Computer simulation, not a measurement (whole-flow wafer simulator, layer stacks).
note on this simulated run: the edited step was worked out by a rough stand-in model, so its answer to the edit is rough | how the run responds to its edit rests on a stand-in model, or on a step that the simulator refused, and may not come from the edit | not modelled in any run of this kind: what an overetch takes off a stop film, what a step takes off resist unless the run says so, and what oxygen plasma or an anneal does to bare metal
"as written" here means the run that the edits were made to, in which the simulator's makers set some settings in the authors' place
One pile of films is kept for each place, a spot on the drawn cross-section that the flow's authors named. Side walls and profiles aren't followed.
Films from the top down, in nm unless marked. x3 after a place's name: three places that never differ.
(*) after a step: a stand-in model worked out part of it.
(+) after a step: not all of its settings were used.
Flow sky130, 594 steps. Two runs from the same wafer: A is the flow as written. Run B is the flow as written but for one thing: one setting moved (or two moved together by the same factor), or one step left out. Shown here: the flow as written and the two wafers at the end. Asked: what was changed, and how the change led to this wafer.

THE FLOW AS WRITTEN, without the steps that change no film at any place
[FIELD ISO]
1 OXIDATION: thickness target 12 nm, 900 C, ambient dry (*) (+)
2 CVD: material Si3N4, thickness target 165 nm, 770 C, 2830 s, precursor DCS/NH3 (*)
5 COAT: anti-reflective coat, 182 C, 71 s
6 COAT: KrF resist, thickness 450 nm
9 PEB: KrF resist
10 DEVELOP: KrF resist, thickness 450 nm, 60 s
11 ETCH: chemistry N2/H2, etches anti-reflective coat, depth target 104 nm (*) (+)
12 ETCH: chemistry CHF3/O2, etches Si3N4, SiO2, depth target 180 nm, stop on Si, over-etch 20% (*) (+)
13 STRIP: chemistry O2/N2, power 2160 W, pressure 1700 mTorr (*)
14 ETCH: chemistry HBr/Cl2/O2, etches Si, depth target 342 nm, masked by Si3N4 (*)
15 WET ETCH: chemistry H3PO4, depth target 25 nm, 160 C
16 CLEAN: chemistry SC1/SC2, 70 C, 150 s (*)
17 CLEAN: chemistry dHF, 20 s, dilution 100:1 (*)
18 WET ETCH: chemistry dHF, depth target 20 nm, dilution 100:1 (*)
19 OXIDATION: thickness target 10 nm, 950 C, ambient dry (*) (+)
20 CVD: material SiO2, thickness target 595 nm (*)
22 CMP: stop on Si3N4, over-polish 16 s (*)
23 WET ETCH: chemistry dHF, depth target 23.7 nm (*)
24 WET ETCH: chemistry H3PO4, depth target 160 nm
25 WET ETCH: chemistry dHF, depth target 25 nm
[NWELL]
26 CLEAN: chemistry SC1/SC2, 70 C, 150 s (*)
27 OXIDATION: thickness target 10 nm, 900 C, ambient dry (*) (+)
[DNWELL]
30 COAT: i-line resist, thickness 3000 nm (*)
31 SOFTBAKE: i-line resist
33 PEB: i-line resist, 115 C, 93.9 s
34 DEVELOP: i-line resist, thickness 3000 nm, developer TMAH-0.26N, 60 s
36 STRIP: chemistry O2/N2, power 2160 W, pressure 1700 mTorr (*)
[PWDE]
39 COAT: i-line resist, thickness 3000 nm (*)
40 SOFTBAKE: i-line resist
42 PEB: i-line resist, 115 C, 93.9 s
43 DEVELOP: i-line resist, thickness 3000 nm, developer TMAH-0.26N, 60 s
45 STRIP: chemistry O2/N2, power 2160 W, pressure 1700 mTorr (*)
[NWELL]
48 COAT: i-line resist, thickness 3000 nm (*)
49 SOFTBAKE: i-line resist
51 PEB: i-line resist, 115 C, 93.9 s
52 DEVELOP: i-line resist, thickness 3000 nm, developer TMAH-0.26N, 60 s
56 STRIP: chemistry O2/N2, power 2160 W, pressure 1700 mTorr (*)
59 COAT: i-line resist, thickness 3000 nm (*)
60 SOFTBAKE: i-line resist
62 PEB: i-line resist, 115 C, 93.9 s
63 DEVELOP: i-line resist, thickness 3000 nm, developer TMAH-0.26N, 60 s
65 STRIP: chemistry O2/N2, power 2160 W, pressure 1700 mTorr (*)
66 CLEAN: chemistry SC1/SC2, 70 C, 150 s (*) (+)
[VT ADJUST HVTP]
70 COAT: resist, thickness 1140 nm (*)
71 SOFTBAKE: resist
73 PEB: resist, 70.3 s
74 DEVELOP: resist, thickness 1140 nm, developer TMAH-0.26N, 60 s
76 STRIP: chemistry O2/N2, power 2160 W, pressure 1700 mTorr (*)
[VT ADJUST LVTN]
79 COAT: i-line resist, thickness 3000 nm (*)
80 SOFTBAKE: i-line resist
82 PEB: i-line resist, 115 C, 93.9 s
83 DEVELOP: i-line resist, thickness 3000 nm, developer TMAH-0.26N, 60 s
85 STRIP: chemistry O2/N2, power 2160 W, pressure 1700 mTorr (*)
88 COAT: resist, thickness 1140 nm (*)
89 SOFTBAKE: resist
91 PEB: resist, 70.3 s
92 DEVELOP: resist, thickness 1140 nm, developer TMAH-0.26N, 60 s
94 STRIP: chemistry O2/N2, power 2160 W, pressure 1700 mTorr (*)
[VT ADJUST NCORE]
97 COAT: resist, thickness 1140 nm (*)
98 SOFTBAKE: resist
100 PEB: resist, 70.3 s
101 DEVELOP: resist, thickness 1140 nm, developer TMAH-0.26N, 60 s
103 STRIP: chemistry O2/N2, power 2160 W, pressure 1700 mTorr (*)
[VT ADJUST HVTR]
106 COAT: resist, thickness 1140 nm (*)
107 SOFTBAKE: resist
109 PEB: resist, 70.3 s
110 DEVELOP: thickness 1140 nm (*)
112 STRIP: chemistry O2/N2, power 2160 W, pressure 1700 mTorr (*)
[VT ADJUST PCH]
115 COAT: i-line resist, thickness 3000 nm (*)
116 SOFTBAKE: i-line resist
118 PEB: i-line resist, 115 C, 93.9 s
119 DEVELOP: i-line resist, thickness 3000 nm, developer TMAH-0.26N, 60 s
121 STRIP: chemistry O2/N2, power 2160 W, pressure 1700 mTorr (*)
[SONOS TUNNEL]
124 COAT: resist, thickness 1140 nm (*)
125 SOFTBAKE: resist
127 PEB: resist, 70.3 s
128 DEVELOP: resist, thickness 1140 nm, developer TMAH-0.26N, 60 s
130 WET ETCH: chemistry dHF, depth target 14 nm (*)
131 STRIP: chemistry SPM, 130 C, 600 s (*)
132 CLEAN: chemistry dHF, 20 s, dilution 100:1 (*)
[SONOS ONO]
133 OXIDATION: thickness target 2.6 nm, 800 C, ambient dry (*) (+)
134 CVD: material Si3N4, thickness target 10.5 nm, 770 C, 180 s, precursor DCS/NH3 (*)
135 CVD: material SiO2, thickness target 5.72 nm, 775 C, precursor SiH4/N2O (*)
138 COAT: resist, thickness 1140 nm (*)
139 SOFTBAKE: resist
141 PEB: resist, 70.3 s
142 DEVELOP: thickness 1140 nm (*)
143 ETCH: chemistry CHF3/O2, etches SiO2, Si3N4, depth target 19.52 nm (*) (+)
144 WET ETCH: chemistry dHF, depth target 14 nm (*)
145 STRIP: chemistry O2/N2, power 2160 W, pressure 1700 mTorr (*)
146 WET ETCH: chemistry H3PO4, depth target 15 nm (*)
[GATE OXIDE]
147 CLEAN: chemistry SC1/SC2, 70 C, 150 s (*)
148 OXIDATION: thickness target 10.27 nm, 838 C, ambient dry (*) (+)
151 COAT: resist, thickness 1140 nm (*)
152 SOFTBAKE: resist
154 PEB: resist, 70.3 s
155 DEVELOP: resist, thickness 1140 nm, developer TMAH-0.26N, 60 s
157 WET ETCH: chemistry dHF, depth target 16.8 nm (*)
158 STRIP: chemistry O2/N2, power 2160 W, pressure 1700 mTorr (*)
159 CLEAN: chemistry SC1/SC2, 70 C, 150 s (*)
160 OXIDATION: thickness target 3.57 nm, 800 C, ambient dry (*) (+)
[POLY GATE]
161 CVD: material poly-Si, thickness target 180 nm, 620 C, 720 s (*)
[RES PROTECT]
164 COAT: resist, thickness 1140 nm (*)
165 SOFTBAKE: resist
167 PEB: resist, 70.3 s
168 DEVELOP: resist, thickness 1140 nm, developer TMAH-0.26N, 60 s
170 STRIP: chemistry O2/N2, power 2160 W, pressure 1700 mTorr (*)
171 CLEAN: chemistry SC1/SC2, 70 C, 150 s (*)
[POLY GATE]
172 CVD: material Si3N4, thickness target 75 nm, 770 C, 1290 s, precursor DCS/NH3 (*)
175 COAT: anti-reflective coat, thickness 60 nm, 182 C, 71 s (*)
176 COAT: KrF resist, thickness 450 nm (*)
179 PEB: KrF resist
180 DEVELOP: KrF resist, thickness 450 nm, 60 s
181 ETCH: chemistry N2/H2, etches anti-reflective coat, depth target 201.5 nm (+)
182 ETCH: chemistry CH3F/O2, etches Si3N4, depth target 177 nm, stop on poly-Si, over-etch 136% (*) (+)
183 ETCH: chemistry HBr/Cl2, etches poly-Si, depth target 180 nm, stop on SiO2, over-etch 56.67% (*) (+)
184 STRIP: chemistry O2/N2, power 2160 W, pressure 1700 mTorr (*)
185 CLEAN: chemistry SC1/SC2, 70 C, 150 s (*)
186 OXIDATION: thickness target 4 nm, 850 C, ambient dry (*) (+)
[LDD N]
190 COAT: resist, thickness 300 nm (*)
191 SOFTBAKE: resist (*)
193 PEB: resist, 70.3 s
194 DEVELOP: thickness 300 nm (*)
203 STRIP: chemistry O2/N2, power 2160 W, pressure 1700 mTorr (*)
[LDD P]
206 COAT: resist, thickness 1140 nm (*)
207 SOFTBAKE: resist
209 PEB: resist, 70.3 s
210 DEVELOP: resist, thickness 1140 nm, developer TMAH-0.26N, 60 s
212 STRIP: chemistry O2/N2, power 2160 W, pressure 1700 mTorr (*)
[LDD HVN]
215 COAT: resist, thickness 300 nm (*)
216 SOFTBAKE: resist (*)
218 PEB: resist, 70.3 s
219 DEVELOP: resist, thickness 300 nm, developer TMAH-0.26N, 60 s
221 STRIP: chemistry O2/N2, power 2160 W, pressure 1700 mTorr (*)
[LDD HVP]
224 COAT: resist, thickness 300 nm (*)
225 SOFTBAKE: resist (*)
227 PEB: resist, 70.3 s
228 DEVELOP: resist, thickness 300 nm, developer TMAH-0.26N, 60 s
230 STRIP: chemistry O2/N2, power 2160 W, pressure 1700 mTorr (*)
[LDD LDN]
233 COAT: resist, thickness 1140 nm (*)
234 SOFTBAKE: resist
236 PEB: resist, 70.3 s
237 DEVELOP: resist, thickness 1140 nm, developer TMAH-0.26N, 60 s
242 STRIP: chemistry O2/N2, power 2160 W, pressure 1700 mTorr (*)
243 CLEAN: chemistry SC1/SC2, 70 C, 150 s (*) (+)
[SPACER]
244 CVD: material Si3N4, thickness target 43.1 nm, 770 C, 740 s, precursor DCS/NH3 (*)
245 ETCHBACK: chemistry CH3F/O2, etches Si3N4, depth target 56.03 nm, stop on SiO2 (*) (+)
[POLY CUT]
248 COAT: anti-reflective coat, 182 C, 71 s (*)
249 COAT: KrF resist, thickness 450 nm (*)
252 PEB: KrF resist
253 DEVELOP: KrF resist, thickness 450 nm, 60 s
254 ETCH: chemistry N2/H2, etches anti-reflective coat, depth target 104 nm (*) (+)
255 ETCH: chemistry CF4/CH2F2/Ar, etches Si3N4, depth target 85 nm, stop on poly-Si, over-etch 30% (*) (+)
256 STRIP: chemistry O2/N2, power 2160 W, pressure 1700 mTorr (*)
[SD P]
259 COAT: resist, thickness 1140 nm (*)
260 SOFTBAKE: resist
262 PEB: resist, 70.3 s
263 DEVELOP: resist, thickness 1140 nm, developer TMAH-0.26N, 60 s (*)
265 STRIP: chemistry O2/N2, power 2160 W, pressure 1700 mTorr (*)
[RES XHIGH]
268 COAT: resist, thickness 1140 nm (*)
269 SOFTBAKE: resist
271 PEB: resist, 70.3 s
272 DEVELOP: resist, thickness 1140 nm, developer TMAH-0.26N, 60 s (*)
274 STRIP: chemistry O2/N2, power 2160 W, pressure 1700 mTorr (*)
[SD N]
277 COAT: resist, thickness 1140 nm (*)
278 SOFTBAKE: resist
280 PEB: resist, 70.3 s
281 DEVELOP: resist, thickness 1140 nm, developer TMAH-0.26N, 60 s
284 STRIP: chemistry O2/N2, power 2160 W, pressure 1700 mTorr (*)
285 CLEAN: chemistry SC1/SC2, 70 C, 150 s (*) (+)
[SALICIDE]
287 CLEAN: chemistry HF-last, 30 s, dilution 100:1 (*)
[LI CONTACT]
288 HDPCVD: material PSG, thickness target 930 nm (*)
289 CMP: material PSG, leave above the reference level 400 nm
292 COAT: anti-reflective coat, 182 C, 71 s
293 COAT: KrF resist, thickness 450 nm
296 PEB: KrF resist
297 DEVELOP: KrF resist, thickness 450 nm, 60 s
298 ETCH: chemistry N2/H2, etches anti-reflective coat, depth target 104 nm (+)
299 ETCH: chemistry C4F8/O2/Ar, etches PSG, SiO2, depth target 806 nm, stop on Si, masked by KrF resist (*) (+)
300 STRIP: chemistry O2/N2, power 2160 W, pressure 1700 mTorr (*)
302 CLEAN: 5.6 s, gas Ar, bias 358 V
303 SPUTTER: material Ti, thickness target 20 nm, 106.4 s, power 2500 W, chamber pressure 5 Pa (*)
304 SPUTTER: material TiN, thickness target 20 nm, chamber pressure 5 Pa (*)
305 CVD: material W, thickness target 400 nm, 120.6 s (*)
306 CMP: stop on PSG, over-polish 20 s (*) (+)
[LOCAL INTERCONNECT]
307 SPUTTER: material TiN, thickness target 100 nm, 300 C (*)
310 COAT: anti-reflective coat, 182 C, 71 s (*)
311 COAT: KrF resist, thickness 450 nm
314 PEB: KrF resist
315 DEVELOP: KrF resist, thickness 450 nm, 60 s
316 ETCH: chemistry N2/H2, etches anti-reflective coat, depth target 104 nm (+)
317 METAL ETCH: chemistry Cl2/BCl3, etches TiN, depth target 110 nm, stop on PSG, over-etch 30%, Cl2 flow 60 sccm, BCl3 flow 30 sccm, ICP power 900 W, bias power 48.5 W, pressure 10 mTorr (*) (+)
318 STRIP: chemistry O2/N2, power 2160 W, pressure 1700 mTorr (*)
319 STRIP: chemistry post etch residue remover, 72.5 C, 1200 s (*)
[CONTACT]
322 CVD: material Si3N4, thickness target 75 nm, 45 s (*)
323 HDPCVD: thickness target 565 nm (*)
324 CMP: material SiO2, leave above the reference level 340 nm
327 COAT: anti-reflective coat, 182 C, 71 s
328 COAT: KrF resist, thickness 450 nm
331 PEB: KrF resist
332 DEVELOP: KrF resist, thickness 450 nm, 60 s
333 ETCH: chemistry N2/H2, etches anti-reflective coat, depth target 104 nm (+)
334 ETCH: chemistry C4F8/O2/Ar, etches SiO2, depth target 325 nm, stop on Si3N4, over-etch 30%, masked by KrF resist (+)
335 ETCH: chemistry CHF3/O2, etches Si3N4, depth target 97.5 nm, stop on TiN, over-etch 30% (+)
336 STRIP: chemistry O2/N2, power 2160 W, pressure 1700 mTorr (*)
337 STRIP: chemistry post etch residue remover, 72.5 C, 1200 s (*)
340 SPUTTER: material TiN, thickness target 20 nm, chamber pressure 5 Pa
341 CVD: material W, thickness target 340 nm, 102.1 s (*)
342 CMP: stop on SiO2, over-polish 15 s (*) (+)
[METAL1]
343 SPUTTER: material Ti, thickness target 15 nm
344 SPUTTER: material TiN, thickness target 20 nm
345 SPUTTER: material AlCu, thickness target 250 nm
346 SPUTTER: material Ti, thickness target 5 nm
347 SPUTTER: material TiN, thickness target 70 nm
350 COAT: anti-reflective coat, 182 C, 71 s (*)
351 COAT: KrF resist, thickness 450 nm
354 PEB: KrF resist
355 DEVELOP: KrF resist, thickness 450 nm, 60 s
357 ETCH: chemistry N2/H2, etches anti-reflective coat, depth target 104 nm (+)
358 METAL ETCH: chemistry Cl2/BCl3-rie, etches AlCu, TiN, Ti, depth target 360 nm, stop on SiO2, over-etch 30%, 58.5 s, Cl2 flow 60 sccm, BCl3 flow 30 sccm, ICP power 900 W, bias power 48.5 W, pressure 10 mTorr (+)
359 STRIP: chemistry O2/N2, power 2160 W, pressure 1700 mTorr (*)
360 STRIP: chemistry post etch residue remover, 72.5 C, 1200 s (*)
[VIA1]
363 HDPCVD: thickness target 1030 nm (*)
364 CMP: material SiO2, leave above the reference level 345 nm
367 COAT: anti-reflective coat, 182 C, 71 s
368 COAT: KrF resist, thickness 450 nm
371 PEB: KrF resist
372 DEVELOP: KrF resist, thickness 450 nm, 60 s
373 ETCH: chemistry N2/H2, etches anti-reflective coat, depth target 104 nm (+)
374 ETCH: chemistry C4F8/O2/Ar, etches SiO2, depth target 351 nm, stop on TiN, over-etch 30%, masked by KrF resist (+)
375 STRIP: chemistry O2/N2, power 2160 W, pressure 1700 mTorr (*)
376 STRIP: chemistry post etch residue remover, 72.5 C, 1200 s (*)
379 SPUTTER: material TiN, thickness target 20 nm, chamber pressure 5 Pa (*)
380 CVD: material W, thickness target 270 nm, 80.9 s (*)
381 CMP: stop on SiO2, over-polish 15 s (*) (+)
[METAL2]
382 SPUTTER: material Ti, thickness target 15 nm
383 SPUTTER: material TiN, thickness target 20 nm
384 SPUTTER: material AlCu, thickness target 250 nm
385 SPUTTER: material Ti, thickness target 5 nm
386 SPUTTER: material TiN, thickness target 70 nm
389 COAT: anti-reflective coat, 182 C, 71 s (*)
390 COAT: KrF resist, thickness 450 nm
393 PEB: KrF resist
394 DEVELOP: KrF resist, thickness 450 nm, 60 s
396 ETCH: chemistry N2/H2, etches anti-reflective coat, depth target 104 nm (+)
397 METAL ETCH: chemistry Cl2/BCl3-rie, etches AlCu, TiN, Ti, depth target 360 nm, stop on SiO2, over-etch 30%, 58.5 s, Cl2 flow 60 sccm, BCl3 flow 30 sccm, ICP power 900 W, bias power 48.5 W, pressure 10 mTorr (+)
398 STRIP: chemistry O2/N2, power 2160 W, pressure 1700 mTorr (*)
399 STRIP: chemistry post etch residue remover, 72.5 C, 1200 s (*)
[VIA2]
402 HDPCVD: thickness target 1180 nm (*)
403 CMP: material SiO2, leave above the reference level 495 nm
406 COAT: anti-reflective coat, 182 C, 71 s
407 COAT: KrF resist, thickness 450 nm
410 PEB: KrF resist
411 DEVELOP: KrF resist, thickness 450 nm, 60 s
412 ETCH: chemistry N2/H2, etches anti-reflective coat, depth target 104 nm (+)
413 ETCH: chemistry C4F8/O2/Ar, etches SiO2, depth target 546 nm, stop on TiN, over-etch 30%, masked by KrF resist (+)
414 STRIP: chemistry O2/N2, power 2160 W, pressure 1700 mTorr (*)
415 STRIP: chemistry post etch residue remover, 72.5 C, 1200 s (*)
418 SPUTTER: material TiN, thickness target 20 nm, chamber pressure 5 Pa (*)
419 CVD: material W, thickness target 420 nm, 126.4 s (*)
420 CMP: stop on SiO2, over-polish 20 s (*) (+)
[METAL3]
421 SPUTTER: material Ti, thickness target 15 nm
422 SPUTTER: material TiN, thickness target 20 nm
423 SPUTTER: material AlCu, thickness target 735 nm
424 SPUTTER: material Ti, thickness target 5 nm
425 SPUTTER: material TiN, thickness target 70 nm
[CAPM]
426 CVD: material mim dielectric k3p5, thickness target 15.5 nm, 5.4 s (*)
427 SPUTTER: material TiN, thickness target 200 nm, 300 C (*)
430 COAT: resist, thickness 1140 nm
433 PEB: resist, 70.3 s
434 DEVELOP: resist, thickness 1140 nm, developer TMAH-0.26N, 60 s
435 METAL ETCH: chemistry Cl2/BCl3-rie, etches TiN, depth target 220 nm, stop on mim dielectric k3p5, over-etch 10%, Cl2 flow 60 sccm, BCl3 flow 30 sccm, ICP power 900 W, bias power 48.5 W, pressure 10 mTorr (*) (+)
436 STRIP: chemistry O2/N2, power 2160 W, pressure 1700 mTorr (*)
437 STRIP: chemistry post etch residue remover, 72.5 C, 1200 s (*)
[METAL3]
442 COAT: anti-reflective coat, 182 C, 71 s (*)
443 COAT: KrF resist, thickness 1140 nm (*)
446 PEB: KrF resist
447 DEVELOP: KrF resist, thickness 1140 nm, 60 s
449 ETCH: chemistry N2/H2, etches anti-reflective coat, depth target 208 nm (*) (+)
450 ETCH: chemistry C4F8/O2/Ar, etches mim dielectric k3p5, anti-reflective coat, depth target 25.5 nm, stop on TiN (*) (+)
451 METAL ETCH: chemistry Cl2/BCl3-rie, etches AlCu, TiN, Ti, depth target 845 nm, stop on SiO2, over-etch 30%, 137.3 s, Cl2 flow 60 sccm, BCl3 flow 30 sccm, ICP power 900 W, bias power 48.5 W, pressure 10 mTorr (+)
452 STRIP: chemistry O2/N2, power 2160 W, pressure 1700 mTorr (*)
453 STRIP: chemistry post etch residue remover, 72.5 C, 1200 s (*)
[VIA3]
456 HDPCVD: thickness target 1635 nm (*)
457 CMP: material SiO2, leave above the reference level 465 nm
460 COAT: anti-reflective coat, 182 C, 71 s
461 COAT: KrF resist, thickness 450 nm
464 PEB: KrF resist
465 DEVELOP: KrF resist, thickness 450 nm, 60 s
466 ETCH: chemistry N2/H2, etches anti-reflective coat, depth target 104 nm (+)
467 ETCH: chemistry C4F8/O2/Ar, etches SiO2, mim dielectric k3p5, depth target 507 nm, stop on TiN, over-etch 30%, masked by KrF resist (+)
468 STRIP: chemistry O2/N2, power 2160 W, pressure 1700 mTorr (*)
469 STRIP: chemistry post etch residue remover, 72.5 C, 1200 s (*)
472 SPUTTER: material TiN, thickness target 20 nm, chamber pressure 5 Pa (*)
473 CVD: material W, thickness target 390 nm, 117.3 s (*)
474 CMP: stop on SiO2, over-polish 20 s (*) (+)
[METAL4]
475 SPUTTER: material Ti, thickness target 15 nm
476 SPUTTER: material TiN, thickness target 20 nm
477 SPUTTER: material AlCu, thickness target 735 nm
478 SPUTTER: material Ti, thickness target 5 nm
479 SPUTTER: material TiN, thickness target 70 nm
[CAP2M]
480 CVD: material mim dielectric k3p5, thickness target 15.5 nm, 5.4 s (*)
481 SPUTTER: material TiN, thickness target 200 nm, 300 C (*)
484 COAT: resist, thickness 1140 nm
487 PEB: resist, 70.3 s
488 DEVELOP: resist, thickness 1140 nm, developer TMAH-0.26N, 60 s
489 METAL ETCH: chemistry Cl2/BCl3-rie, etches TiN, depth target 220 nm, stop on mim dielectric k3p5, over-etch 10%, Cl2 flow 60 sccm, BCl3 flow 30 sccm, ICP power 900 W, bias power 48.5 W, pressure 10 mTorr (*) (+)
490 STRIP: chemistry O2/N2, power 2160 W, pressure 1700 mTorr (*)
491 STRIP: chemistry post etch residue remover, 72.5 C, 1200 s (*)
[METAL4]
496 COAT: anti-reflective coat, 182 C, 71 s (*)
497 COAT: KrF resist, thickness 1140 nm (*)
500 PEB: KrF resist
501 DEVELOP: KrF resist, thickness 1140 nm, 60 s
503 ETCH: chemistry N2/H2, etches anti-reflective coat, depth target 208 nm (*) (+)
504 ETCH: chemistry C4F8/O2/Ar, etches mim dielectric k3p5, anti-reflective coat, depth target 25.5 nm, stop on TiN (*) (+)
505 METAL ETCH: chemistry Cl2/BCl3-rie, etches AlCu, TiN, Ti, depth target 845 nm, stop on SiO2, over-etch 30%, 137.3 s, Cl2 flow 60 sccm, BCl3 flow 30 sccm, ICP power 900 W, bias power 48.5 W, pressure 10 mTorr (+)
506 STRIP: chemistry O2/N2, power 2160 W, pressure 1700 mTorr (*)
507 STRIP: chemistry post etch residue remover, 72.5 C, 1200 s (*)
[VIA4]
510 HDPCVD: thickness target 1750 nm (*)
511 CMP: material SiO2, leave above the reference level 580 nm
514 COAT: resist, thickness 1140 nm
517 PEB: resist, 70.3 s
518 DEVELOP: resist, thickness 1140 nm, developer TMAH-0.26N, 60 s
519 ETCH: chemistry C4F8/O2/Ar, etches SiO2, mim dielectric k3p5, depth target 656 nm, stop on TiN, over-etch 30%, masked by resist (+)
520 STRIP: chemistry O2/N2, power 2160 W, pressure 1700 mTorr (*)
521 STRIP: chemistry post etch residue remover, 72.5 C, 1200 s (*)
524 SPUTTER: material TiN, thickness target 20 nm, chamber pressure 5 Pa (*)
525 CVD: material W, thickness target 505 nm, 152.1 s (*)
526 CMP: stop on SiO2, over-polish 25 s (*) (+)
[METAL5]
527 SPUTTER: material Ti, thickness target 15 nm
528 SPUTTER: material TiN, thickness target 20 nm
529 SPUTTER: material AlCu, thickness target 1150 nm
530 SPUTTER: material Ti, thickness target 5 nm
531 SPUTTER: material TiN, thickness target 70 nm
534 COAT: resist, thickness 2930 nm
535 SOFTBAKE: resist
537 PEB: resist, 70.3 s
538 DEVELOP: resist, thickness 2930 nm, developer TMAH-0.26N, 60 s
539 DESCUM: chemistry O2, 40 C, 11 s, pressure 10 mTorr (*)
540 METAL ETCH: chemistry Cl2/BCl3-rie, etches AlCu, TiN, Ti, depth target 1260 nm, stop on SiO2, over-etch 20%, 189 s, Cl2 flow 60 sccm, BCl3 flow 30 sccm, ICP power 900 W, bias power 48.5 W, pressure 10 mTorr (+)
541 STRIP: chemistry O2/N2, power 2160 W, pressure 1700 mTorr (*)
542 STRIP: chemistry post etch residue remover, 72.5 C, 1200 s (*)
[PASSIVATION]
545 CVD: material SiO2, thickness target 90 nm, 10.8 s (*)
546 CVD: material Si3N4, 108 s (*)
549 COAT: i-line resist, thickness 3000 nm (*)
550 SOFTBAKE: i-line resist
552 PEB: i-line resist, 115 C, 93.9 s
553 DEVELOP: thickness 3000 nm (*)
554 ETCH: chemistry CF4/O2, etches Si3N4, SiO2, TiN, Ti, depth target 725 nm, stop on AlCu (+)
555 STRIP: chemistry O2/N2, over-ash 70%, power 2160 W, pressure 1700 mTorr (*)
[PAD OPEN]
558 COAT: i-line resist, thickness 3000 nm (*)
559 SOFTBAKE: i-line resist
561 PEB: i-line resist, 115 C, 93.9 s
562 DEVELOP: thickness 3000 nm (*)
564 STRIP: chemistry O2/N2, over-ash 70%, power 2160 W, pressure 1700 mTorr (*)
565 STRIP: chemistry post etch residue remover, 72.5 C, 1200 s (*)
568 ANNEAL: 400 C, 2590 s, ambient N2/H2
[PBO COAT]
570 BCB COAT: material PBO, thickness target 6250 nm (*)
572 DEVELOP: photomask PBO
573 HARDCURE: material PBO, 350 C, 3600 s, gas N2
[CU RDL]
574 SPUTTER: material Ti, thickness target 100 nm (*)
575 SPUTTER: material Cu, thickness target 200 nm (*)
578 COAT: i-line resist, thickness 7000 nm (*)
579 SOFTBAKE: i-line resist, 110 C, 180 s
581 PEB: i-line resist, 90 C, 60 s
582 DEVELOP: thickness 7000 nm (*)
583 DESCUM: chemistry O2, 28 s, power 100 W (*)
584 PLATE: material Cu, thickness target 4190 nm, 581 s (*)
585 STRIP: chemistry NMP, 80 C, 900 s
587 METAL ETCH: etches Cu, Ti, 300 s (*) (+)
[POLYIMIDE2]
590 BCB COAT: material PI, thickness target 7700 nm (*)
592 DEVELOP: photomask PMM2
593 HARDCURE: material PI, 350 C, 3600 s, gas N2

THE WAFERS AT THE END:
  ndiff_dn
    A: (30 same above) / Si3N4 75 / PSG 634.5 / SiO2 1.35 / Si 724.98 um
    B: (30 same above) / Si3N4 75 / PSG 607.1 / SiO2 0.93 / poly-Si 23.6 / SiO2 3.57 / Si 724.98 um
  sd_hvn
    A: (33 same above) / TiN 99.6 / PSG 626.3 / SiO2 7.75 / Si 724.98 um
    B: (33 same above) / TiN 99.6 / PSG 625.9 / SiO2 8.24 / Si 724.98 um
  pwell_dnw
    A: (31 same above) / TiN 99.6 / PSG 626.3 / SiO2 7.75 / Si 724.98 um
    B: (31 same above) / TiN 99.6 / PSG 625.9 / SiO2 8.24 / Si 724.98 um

The cause: step 183, ETCH: depth target 121 nm was run, where the flow has depth target 180 nm.

How the change led to this, step by step:
  183 ETCH: chemistry HBr/Cl2, etches poly-Si, depth target 180 nm, stop on SiO2, over-etch 56.67% (*) (+)
      mim, iso_guard, drift_dnw and 41 more: A poly-Si -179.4 (all of it), SiO2 -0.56 | B poly-Si -179.4 (all of it)
      ndiff_dn: A poly-Si -215.2 (all of it), SiO2 -0.33 | B poly-Si -189.6
      (and at 145 more places)
  184 STRIP: chemistry O2/N2, power 2160 W, pressure 1700 mTorr (*)
      ndiff_dn: A nothing | B chemical SiO2 +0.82 (new film), poly-Si -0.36
      dice_street, grade_field_poly: A KrF resist -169 (all of it), anti-reflective coat -60 (all of it) | B KrF resist -199.9 (all of it), anti-reflective coat -60 (all of it)
      (and at 75 more places)
  186 OXIDATION: thickness target 4 nm, 850 C, ambient dry (*) (+)
      ndiff_dn: A SiO2 +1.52, Si -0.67 | B SiO2 +4 (new film), chemical SiO2 -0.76 (all of it), poly-Si -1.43
  190 COAT: resist, thickness 300 nm (*)
      ndiff_dn: A resist +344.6 (new film) | B resist +321.9 (new film)
  203 STRIP: chemistry O2/N2, power 2160 W, pressure 1700 mTorr (*)
      ndiff_dn: A resist -340.4 (all of it) | B resist -318 (all of it)
  206 COAT: resist, thickness 1140 nm (*)
      ndiff_dn: A resist +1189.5 (new film) | B resist +1164.8 (new film)
  212 STRIP: chemistry O2/N2, power 2160 W, pressure 1700 mTorr (*)
      ndiff_dn: A resist -1172.7 (all of it) | B resist -1148 (all of it)
  215 COAT: resist, thickness 300 nm (*)
      ndiff_dn: A resist +344.6 (new film) | B resist +321.9 (new film)
  221 STRIP: chemistry O2/N2, power 2160 W, pressure 1700 mTorr (*)
      ndiff_dn: A resist -340.4 (all of it) | B resist -318 (all of it)
  224 COAT: resist, thickness 300 nm (*)
      ndiff_dn: A resist +344.6 (new film) | B resist +321.9 (new film)
  230 STRIP: chemistry O2/N2, power 2160 W, pressure 1700 mTorr (*)
      ndiff_dn: A resist -340.4 (all of it) | B resist -318 (all of it)
  233 COAT: resist, thickness 1140 nm (*)
      ndiff_dn: A resist +1189.5 (new film) | B resist +1164.8 (new film)
  242 STRIP: chemistry O2/N2, power 2160 W, pressure 1700 mTorr (*)
      ndiff_dn: A resist -1172.7 (all of it) | B resist -1148 (all of it)
  248 COAT: anti-reflective coat, 182 C, 71 s (*)
      field: A anti-reflective coat +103 (new film) | B anti-reflective coat +106 (new film)
      gate_p_g5v0: A anti-reflective coat +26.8 (new film) | B anti-reflective coat +27.5 (new film)
      (and at 2 more places)
  249 COAT: KrF resist, thickness 450 nm (*)
      poly_dn: A KrF resist +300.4 (new film) | B KrF resist +308.5 (new film)
  256 STRIP: chemistry O2/N2, power 2160 W, pressure 1700 mTorr (*)
      field: A KrF resist -399.3 (all of it), anti-reflective coat -103 (all of it) | B KrF resist -397.1 (all of it), anti-reflective coat -106 (all of it)
      gate_p_g5v0: A KrF resist -317.7 (all of it), anti-reflective coat -26.8 (all of it) | B KrF resist -317.7 (all of it), anti-reflective coat -27.5 (all of it)
      (and at 3 more places)
  ... 6 more steps ...
  289 CMP: material PSG, leave above the reference level 400 nm
      ndiff_dn: A PSG -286 | B PSG -313.5
